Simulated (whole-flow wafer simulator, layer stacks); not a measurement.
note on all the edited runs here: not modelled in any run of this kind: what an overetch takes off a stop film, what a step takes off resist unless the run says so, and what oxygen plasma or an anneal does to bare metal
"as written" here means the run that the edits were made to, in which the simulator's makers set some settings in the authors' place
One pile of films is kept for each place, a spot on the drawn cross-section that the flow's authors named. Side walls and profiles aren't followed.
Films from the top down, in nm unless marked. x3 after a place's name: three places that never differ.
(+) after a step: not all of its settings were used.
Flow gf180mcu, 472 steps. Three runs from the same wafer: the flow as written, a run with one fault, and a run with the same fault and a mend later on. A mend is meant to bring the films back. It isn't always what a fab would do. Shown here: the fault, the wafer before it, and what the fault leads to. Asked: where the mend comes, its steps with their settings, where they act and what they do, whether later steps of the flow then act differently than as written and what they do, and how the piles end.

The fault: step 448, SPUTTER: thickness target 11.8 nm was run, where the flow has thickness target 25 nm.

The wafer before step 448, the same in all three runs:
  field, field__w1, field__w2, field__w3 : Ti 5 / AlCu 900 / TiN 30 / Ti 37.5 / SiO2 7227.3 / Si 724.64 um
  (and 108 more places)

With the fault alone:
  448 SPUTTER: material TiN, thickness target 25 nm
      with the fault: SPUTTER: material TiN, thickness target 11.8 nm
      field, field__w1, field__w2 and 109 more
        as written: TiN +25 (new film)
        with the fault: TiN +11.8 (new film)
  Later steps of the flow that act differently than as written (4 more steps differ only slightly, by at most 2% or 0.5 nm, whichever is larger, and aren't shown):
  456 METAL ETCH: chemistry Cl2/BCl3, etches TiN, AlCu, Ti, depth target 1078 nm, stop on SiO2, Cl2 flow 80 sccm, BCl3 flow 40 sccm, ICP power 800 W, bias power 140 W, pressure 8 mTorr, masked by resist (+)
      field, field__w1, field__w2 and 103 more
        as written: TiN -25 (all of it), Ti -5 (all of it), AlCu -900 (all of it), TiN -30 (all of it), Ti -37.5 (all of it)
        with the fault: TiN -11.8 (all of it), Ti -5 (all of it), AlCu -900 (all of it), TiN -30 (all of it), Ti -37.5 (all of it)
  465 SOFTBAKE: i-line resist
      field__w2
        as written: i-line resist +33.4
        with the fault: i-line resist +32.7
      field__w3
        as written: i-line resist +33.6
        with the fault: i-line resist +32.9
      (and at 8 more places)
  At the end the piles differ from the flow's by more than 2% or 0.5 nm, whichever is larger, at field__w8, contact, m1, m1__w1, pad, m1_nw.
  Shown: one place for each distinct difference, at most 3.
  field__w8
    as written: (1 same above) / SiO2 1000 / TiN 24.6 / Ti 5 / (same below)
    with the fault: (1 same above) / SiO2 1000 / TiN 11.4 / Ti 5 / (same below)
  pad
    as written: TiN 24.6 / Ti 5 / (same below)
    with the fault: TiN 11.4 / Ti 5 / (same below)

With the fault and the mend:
  The mend comes after step 448.
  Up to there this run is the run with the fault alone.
  448a SPUTTER: material TiN, thickness target 13.2 nm (the flow's step 448 once more, with other settings)
      field, field__w1, field__w2 and 109 more
        TiN +13.2
  No later step of the flow acts differently than as written at any place that is followed.
  At the end the piles are the same as the flow's at every place that both follow.
